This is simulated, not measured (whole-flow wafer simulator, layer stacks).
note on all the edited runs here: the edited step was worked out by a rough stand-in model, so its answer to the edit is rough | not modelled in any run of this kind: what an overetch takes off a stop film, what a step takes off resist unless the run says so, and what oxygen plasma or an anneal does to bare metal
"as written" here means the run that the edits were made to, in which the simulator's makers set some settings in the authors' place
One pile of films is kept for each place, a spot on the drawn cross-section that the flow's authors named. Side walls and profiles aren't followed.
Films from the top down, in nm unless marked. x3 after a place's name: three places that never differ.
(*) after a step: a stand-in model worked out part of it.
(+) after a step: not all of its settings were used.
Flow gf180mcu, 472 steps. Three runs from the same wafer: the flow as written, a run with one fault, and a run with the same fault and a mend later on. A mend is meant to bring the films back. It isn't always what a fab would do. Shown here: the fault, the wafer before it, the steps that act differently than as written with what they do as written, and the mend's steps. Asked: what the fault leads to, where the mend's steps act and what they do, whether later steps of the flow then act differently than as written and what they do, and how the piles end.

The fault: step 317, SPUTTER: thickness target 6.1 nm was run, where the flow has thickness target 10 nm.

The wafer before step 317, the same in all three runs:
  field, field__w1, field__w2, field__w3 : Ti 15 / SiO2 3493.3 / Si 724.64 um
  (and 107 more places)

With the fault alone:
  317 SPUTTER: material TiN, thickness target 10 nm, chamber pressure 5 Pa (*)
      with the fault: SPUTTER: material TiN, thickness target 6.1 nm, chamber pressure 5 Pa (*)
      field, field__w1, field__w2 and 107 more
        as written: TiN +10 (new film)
        with the fault: TiN +6.1 (new film)
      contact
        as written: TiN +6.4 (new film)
        with the fault: TiN +3.91 (new film)
  Later steps of the flow that act differently than as written (1 more step differs only slightly, by at most 2% or 0.5 nm, whichever is larger, and isn't shown):
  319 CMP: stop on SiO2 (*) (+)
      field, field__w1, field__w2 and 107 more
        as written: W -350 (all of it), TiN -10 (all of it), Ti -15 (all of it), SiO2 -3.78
        with the fault: W -350 (all of it), TiN -6.1 (all of it), Ti -15 (all of it), SiO2 -3.74
  At the end the piles differ from the flow's by more than 2% or 0.5 nm, whichever is larger, at contact.
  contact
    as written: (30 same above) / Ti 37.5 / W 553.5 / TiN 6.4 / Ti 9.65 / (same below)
    with the fault: (30 same above) / Ti 37.5 / W 556 / TiN 3.91 / Ti 9.65 / (same below)

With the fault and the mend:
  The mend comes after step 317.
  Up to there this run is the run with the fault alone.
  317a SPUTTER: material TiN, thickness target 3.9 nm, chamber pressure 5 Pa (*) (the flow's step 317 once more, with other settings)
      field, field__w1, field__w2 and 107 more
        TiN +3.9
      contact
        TiN +2.49
  No later step of the flow acts differently than as written at any place that is followed.
  At the end the piles are the same as the flow's at every place that both follow.
